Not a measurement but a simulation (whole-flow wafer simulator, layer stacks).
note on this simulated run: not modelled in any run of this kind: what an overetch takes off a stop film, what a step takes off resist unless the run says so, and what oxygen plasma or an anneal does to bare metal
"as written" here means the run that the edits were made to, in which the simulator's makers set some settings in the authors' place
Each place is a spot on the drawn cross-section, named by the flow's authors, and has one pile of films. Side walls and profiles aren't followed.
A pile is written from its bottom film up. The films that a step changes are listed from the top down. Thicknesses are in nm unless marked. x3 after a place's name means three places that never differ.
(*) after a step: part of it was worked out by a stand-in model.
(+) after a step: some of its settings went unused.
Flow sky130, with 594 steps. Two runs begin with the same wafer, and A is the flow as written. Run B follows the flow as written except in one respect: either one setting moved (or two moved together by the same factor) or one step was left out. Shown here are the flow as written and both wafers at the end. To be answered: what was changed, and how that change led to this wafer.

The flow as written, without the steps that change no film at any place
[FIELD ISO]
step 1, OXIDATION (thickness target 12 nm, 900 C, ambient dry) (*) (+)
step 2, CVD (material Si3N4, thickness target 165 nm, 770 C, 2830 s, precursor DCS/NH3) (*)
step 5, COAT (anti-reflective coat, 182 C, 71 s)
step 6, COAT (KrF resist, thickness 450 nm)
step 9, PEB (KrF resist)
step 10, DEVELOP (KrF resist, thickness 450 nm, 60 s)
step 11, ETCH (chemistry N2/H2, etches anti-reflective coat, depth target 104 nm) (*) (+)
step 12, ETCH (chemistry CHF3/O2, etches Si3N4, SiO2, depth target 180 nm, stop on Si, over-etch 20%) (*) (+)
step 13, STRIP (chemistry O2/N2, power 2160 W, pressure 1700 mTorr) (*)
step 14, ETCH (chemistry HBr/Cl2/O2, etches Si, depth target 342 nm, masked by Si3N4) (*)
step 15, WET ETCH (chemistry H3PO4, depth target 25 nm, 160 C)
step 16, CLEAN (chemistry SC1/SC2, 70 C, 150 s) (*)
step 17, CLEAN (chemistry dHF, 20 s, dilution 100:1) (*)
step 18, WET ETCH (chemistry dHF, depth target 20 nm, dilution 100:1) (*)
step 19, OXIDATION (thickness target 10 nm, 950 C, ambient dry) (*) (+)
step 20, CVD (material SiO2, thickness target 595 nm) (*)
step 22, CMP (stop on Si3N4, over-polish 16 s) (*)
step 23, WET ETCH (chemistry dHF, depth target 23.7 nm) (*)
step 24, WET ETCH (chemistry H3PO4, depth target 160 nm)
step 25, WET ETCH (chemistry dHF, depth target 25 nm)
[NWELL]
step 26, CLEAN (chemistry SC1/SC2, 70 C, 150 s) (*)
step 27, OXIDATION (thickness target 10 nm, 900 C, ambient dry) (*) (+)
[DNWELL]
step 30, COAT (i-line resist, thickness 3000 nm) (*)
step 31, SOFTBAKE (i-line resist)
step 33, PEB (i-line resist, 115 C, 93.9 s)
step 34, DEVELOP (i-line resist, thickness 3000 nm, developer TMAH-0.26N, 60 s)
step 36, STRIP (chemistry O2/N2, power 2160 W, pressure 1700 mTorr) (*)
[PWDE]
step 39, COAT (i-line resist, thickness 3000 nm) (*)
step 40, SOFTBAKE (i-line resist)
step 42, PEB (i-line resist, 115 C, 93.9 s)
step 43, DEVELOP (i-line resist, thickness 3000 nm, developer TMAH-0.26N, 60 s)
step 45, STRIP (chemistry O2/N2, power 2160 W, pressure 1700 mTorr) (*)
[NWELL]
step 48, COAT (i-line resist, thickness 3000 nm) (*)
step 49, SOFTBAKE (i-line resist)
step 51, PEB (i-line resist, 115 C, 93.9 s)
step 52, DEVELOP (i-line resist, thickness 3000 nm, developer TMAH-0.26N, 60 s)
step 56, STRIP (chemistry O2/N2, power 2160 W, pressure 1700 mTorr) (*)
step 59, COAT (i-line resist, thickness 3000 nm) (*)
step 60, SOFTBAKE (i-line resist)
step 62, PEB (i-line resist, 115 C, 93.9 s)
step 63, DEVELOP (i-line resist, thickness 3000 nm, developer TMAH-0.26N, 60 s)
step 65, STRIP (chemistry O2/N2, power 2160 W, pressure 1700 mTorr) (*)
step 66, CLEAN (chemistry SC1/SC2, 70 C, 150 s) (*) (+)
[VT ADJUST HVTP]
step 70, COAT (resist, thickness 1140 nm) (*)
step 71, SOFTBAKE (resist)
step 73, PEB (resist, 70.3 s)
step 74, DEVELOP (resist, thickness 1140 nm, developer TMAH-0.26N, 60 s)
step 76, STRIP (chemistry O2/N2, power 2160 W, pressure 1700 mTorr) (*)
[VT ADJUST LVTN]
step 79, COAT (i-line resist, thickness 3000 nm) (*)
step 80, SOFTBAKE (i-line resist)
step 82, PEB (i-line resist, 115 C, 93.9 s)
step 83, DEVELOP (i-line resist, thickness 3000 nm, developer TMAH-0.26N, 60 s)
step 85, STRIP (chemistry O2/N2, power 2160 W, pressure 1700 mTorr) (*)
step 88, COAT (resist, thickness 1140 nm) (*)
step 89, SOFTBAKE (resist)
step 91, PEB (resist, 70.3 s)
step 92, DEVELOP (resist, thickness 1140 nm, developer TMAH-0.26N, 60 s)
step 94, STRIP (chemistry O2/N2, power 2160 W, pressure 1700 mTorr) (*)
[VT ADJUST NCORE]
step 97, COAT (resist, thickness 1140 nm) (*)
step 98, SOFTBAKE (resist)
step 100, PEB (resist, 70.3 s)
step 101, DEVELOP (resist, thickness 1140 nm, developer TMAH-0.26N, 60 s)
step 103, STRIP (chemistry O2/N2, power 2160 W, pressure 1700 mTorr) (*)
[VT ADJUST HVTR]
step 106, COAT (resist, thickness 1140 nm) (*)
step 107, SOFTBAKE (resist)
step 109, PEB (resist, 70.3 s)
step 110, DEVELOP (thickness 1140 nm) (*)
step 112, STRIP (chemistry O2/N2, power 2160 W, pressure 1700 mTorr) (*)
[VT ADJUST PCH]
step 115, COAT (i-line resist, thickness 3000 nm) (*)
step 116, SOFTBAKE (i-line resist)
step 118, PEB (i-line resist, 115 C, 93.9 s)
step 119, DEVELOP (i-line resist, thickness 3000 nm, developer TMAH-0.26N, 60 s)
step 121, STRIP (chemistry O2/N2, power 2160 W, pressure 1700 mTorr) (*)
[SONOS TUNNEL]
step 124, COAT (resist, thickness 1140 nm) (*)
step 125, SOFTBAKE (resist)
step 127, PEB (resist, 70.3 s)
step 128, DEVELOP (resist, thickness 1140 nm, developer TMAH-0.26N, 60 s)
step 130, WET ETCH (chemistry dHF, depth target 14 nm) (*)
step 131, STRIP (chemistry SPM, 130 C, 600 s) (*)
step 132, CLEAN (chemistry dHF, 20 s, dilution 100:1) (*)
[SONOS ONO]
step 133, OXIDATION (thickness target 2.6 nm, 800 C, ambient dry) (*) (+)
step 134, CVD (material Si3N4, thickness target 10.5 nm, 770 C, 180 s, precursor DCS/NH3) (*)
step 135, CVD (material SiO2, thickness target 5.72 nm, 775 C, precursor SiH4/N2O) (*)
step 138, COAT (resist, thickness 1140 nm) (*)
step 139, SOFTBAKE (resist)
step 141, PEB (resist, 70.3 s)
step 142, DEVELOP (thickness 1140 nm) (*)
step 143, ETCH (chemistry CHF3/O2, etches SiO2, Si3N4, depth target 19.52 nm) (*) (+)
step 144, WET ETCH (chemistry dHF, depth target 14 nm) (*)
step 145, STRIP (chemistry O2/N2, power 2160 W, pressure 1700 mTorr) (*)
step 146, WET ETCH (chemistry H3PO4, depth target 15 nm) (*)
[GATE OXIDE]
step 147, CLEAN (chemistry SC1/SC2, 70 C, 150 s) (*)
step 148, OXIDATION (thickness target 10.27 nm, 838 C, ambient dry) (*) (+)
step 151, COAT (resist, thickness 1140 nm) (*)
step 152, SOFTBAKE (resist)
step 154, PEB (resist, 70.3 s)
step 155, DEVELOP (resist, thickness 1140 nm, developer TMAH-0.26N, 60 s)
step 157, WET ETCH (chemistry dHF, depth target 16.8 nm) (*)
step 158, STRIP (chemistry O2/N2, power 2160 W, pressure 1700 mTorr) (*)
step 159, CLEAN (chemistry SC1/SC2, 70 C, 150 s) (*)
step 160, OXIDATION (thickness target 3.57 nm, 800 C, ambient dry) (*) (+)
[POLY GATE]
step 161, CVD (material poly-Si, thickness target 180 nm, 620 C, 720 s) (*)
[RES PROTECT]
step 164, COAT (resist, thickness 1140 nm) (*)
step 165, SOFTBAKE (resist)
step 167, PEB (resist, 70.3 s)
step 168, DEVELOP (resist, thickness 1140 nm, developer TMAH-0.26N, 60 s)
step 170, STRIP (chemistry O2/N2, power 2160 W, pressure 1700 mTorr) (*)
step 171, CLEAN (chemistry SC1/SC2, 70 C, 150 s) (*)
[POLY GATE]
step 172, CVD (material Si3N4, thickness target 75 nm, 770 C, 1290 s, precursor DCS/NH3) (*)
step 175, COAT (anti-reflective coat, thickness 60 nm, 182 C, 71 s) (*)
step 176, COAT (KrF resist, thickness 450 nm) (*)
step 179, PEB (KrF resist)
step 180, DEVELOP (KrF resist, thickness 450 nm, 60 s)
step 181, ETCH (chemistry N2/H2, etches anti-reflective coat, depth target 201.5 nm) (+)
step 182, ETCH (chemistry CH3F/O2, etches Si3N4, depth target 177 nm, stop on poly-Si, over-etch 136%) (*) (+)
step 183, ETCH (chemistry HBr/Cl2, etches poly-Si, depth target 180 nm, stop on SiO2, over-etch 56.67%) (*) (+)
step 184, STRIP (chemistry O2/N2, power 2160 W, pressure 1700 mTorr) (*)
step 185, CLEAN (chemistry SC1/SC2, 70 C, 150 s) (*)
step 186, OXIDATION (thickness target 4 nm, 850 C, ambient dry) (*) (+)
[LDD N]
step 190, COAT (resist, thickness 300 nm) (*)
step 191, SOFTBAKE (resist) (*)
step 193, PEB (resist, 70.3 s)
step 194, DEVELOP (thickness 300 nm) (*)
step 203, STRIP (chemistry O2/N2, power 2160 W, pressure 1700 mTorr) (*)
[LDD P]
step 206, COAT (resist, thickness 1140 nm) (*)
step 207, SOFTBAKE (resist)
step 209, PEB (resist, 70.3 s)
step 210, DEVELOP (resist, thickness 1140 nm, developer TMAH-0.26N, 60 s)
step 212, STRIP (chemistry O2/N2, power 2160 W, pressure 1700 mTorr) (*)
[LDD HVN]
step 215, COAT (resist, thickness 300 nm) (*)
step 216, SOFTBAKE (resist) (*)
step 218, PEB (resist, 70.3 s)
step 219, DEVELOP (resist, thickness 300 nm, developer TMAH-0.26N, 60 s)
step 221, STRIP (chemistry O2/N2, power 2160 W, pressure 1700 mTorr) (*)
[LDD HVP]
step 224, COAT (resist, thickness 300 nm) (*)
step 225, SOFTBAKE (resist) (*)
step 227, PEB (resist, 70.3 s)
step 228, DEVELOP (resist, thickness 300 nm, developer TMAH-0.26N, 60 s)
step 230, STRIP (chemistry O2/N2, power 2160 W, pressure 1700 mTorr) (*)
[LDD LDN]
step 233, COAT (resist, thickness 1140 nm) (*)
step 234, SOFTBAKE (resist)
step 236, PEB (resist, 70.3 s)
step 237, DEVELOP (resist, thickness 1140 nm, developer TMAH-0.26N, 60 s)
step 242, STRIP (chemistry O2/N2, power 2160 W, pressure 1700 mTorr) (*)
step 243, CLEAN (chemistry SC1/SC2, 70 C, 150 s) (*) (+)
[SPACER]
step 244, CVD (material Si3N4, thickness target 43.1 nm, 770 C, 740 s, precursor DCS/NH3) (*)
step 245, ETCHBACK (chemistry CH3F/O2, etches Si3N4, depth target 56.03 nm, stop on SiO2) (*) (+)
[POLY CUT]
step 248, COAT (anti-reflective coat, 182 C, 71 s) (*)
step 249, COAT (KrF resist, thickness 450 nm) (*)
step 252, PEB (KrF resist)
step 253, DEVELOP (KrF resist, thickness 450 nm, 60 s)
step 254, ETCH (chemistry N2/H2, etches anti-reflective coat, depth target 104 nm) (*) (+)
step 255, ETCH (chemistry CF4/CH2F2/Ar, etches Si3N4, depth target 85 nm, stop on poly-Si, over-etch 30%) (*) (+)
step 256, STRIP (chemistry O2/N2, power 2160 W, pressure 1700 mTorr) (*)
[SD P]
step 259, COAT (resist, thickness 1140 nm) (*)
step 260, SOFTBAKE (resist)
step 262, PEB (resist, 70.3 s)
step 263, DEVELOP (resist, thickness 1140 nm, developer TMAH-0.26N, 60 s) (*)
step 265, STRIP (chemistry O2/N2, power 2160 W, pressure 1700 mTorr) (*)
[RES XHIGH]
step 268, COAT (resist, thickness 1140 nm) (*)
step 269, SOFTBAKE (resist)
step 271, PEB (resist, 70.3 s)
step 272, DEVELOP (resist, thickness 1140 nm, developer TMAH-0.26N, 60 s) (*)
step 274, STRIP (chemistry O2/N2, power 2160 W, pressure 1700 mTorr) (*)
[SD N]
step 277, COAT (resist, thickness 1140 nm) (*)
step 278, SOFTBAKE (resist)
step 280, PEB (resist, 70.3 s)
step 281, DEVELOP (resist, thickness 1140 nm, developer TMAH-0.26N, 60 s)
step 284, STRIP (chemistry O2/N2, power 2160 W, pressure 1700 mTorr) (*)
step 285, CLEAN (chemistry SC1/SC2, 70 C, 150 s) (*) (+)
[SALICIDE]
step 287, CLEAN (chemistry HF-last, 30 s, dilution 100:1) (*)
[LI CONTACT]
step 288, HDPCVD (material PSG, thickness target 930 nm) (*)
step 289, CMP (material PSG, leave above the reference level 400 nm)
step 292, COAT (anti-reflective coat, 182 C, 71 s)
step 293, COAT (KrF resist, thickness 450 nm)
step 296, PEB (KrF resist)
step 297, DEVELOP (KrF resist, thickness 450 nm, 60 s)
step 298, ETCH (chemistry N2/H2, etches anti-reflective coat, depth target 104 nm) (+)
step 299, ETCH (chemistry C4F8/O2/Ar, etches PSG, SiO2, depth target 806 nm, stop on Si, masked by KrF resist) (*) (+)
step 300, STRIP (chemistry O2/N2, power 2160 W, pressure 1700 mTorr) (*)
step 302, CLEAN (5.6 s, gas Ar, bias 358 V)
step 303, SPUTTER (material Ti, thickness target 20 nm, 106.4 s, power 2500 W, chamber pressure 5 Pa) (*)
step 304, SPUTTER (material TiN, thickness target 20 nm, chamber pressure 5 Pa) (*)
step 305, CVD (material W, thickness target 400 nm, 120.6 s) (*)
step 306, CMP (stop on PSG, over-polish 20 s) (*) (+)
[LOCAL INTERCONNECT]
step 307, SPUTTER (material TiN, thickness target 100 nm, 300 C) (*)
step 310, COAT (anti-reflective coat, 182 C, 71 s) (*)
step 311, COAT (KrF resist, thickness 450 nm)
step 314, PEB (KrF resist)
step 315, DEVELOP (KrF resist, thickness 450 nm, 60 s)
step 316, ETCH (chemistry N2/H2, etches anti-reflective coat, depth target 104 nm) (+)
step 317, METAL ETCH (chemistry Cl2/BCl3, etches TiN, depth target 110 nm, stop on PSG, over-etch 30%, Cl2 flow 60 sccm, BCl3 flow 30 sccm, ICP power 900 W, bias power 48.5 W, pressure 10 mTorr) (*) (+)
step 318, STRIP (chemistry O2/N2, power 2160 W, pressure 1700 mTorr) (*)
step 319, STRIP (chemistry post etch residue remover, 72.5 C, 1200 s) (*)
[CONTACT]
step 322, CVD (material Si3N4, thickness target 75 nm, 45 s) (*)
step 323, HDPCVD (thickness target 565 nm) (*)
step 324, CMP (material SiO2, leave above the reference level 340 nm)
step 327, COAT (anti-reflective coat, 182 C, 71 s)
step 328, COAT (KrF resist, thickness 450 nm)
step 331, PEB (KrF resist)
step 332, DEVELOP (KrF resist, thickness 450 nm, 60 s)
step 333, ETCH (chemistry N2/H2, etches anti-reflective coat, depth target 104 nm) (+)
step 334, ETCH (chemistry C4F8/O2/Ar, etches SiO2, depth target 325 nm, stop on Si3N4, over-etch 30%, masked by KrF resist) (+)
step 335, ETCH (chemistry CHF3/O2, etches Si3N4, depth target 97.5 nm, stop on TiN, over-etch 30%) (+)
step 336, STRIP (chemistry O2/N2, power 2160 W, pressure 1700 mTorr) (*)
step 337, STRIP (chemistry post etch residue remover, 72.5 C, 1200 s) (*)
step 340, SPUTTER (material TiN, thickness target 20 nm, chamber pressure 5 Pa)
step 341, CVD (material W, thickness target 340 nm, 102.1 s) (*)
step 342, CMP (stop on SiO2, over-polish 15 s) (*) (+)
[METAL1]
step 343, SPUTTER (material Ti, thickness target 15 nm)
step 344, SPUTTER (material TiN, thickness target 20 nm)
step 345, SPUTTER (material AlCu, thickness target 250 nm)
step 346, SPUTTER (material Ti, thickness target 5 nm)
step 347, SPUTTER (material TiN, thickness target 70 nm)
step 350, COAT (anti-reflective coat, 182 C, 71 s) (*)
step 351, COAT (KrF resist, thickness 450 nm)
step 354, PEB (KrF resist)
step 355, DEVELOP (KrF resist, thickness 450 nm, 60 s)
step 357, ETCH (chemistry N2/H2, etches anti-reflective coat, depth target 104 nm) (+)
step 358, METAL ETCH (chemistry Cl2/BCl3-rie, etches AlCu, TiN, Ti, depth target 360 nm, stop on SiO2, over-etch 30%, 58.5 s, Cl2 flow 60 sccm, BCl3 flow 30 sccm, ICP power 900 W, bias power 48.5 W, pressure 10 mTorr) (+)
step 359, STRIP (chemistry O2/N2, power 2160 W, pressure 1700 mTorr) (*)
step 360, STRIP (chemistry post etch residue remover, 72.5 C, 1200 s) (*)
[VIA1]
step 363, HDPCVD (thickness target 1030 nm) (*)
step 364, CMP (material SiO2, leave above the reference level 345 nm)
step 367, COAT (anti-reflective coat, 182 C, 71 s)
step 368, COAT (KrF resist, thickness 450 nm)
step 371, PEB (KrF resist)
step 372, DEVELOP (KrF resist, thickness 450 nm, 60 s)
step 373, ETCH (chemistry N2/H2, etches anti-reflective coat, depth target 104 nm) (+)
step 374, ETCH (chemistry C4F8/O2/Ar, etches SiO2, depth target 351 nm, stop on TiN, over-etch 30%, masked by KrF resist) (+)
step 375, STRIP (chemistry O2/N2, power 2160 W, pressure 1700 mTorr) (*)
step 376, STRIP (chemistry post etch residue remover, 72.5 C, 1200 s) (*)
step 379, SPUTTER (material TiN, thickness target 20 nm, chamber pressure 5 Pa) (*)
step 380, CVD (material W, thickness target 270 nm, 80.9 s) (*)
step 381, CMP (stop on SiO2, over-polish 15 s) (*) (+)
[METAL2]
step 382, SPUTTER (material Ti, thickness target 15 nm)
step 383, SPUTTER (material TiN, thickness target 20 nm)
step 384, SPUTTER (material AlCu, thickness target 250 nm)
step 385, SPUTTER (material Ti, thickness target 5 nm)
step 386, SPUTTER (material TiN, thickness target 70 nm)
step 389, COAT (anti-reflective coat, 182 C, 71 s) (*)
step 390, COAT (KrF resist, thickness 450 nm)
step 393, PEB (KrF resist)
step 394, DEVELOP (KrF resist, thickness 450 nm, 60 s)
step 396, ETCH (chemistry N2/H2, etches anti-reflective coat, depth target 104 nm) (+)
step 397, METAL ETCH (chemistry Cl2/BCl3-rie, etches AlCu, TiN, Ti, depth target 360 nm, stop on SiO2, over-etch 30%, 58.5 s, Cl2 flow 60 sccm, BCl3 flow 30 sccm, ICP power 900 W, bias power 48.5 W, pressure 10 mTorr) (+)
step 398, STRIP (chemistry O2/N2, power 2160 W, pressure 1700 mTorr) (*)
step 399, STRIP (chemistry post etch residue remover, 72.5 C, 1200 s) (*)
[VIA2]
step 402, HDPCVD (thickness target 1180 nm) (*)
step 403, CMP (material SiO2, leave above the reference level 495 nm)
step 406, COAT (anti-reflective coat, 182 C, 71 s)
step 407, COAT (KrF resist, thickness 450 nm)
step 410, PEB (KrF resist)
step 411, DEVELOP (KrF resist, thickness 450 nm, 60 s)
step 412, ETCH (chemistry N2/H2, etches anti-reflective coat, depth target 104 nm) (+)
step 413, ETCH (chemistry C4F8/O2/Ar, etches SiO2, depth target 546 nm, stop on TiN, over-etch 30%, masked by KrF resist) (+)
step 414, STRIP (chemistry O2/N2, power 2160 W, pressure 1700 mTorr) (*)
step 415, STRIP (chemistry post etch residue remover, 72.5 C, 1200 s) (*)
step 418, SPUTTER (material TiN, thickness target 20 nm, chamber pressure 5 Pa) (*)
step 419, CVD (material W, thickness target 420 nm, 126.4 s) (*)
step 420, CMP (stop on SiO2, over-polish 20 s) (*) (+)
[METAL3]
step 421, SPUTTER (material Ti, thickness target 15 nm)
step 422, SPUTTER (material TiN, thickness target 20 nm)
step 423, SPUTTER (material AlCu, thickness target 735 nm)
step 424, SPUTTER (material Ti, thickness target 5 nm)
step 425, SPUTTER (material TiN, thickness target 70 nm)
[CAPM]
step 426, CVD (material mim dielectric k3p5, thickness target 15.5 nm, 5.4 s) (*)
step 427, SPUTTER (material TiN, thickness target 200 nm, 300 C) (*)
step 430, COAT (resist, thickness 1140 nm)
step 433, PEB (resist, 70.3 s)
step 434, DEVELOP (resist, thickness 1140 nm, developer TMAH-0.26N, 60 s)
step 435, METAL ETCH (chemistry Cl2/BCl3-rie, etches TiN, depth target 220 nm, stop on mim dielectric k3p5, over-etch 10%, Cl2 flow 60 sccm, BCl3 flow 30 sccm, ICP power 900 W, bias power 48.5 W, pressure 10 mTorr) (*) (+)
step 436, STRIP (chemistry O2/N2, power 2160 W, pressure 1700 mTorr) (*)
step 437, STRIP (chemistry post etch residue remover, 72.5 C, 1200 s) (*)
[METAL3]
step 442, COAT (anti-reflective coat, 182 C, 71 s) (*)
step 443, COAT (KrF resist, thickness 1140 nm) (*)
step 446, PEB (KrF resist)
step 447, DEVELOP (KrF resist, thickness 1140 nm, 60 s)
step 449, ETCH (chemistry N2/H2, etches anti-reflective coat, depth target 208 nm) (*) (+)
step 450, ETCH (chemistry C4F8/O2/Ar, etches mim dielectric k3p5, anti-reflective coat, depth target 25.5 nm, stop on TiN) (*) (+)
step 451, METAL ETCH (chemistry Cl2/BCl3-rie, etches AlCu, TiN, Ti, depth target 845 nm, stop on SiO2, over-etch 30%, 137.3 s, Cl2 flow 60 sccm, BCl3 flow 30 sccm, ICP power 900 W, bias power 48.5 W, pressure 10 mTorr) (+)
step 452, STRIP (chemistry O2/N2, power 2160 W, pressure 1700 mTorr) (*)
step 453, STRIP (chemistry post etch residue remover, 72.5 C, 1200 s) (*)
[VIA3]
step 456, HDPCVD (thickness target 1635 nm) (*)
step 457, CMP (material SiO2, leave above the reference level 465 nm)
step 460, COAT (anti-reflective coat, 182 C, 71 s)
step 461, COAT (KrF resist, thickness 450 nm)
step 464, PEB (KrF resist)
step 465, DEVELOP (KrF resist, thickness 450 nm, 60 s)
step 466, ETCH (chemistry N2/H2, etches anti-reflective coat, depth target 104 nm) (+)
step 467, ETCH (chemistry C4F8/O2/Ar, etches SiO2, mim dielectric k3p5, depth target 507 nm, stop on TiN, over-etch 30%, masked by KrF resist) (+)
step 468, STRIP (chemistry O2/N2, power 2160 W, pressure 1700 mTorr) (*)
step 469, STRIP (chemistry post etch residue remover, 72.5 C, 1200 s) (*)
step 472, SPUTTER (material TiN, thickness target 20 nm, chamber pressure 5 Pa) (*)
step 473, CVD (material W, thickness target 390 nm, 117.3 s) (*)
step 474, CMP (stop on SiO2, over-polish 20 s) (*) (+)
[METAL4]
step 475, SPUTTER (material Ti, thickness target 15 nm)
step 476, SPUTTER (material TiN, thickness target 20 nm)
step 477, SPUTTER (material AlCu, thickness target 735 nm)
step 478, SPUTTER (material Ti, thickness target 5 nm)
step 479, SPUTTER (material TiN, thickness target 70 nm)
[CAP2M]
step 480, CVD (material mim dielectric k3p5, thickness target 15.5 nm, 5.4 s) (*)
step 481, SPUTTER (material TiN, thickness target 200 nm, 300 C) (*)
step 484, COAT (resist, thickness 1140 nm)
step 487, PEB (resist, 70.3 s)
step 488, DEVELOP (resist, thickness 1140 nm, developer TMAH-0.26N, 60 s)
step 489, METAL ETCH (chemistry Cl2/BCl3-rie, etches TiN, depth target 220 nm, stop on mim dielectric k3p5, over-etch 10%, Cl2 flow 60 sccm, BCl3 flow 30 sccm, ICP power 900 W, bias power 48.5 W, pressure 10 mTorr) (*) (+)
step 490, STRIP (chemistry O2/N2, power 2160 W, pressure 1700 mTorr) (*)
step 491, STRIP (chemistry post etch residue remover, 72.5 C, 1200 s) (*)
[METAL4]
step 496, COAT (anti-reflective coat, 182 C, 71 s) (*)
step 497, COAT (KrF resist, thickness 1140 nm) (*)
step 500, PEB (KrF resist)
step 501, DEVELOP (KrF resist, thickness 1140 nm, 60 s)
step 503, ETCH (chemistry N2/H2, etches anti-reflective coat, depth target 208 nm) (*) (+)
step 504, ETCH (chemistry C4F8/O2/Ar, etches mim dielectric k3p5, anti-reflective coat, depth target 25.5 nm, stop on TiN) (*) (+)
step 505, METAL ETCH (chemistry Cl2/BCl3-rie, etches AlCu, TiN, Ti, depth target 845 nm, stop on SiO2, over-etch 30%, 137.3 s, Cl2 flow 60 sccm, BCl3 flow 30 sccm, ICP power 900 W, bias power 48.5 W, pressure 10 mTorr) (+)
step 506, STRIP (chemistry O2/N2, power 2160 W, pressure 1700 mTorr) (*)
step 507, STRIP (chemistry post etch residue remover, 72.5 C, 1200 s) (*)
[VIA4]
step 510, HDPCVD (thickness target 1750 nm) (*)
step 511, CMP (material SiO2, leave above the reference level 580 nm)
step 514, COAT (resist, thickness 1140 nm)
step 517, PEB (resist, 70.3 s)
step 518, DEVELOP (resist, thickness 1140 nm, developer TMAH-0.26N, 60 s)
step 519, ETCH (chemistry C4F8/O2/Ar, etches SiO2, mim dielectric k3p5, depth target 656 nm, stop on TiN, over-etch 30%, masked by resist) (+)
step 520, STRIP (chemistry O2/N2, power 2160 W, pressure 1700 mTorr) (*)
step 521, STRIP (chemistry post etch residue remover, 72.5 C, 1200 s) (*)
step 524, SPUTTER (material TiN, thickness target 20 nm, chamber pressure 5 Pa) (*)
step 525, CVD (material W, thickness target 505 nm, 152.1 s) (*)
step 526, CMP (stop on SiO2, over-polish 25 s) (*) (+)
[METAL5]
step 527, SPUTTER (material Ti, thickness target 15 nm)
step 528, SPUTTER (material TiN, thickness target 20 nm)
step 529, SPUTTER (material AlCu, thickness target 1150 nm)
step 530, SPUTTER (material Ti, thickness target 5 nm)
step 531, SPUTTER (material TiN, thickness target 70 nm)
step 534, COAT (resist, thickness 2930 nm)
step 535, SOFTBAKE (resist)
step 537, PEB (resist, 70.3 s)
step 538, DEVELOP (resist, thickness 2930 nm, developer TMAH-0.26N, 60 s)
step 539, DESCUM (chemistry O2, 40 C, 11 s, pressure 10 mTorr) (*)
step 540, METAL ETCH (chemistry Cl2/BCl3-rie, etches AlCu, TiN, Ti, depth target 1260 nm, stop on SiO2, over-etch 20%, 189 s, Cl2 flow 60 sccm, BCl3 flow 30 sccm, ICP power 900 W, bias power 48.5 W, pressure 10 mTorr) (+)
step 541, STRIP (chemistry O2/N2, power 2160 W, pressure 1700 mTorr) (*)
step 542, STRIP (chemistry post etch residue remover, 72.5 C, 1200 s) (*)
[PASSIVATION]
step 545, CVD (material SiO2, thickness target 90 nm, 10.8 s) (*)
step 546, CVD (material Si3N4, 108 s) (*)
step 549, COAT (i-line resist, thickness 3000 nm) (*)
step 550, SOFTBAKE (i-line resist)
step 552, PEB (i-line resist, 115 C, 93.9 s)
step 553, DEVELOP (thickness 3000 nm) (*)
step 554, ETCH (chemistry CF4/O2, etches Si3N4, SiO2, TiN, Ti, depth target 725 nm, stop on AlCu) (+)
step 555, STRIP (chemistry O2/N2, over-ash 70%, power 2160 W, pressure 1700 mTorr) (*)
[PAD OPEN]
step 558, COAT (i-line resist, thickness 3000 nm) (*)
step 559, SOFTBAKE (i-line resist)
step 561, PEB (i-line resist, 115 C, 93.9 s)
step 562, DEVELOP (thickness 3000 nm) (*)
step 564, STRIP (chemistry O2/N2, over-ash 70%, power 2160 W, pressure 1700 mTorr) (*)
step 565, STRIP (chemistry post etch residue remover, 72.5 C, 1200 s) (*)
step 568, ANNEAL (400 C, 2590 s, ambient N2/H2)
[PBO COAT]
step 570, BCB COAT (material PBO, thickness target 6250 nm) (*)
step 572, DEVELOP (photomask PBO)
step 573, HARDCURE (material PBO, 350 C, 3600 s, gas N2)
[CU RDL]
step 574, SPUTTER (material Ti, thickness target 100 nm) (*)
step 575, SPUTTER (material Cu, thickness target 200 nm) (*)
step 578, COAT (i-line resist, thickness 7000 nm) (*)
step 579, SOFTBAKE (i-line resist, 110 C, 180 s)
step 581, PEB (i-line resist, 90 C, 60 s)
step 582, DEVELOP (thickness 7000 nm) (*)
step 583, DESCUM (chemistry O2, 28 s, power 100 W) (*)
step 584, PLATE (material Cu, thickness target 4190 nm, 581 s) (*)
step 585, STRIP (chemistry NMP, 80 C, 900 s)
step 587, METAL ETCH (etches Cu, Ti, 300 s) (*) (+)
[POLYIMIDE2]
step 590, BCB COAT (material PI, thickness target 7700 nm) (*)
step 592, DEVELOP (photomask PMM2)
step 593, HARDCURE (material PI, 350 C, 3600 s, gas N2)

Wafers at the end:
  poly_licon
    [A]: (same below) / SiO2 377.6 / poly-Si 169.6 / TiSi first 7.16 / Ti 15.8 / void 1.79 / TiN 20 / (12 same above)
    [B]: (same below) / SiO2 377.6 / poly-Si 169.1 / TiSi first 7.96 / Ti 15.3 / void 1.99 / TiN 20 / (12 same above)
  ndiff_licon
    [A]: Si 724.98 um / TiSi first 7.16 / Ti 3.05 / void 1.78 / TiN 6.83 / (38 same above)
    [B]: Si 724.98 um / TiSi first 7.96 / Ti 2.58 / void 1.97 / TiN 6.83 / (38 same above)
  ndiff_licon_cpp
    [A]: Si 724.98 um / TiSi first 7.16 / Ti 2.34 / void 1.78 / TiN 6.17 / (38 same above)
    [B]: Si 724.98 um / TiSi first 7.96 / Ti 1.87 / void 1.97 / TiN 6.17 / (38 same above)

The reason: step 568, ANNEAL: 3497 s was run, whereas the flow has 2590 s.

Step by step, how the change led to this:
  step 568, ANNEAL (400 C, 2590 s, ambient N2/H2)
      poly_licon, rpo_hd_licon: A under 11 films: void gains 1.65 (new film), Ti loses 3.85, TiSi first gains 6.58 (new film), poly-Si loses 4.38 | B under 11 films: void gains 1.87 (new film), Ti loses 4.35, TiSi first gains 7.44 (new film), poly-Si loses 4.96
      ndiff_licon, ndiff_licon_cpp: A under 37 films: void gains 1.63 (new film), Ti loses 3.85, TiSi first gains 6.58 (new film), Si loses 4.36 | B under 37 films: void gains 1.85 (new film), Ti loses 4.35, TiSi first gains 7.44 (new film), Si loses 4.94
